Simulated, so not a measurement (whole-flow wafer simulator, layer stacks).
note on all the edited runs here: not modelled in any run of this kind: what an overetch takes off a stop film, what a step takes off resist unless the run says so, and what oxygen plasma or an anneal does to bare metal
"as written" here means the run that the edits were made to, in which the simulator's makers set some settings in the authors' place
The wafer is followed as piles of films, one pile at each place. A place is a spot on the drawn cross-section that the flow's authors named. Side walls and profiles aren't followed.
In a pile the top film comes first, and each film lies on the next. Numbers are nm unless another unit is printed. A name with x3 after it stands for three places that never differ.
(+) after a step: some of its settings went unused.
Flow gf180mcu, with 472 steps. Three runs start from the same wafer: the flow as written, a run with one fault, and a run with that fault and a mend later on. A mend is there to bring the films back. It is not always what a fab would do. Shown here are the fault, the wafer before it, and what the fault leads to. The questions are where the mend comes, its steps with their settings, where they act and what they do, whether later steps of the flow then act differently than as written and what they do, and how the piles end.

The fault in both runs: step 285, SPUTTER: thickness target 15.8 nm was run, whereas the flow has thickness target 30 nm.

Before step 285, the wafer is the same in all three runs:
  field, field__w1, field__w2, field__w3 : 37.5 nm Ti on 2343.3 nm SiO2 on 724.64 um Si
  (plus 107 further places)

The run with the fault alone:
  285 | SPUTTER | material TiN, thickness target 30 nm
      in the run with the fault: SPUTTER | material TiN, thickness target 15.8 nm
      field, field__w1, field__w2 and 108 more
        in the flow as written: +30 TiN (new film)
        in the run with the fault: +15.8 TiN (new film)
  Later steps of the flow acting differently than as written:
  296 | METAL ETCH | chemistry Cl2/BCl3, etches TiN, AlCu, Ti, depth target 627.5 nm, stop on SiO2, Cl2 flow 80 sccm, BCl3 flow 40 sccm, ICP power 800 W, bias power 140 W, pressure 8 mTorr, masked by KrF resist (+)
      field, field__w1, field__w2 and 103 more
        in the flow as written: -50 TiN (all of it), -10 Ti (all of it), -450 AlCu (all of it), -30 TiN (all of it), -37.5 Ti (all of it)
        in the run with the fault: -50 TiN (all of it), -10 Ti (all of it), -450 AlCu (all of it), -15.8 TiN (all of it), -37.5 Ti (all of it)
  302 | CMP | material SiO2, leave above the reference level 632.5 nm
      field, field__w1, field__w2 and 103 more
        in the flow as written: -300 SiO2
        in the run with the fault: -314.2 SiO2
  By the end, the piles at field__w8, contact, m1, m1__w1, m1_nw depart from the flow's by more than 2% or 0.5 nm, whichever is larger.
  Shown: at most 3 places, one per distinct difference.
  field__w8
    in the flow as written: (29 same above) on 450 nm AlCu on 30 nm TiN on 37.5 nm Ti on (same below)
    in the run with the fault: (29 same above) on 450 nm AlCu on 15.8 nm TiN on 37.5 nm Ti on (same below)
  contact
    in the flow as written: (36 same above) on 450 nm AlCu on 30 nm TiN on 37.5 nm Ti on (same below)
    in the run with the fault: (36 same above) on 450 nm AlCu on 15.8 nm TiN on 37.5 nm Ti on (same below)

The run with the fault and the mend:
  The mend stands after step 285.
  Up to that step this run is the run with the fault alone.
  285a | SPUTTER | material TiN, thickness target 14.2 nm (a further turn of the flow's step 285, with different settings)
      field, field__w1, field__w2 and 108 more
        +14.2 TiN
  Every later step of the flow that is run acts as written at every place that is followed.
  By the end, the piles equal the flow's at every place that both follow.
